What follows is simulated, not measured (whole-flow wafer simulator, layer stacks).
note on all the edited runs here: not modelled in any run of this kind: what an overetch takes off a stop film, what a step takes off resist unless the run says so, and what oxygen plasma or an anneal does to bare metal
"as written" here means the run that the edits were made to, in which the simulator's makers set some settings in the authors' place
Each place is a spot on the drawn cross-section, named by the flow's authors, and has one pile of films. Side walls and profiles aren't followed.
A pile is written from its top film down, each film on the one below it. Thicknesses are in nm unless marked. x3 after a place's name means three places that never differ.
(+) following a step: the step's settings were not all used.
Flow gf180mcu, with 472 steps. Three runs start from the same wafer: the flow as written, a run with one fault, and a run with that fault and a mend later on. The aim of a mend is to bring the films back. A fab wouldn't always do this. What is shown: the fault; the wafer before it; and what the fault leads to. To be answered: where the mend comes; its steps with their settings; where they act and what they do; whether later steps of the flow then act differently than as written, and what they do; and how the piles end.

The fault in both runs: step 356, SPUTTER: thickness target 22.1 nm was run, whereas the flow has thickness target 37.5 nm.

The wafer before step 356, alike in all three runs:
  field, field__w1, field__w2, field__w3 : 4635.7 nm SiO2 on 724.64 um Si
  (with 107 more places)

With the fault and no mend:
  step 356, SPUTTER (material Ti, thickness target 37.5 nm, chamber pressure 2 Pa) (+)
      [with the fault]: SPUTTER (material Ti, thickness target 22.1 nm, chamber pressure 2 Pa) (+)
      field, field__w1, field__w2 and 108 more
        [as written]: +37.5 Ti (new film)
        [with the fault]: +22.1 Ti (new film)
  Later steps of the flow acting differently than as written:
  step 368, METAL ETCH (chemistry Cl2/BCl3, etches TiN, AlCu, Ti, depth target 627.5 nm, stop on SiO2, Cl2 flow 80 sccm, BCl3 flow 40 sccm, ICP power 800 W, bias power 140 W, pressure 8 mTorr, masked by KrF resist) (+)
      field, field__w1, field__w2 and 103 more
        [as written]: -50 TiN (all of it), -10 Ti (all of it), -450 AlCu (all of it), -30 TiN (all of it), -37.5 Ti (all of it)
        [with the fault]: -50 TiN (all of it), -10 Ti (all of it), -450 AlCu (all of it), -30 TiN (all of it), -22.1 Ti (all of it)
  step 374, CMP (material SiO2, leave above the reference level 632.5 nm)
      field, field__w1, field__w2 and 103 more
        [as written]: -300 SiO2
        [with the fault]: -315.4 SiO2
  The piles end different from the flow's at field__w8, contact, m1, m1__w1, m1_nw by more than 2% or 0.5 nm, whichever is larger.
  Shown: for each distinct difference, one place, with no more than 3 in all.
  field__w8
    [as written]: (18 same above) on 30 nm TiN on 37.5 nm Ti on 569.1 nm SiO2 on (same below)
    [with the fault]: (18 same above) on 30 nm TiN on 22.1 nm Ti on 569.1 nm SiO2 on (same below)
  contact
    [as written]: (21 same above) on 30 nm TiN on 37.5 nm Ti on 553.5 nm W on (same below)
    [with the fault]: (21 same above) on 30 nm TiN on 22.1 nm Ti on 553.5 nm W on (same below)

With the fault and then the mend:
  The mend stands after step 356.
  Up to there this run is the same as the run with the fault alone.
  step 356a, SPUTTER (material Ti, thickness target 15.4 nm, chamber pressure 2 Pa) (+) (the flow's step 356, run once more with other settings)
      field, field__w1, field__w2 and 108 more
        +15.4 Ti
  Later steps of the flow that are run all act as written at every place that is followed.
  At every place that both follow, the piles at the end match the flow's.
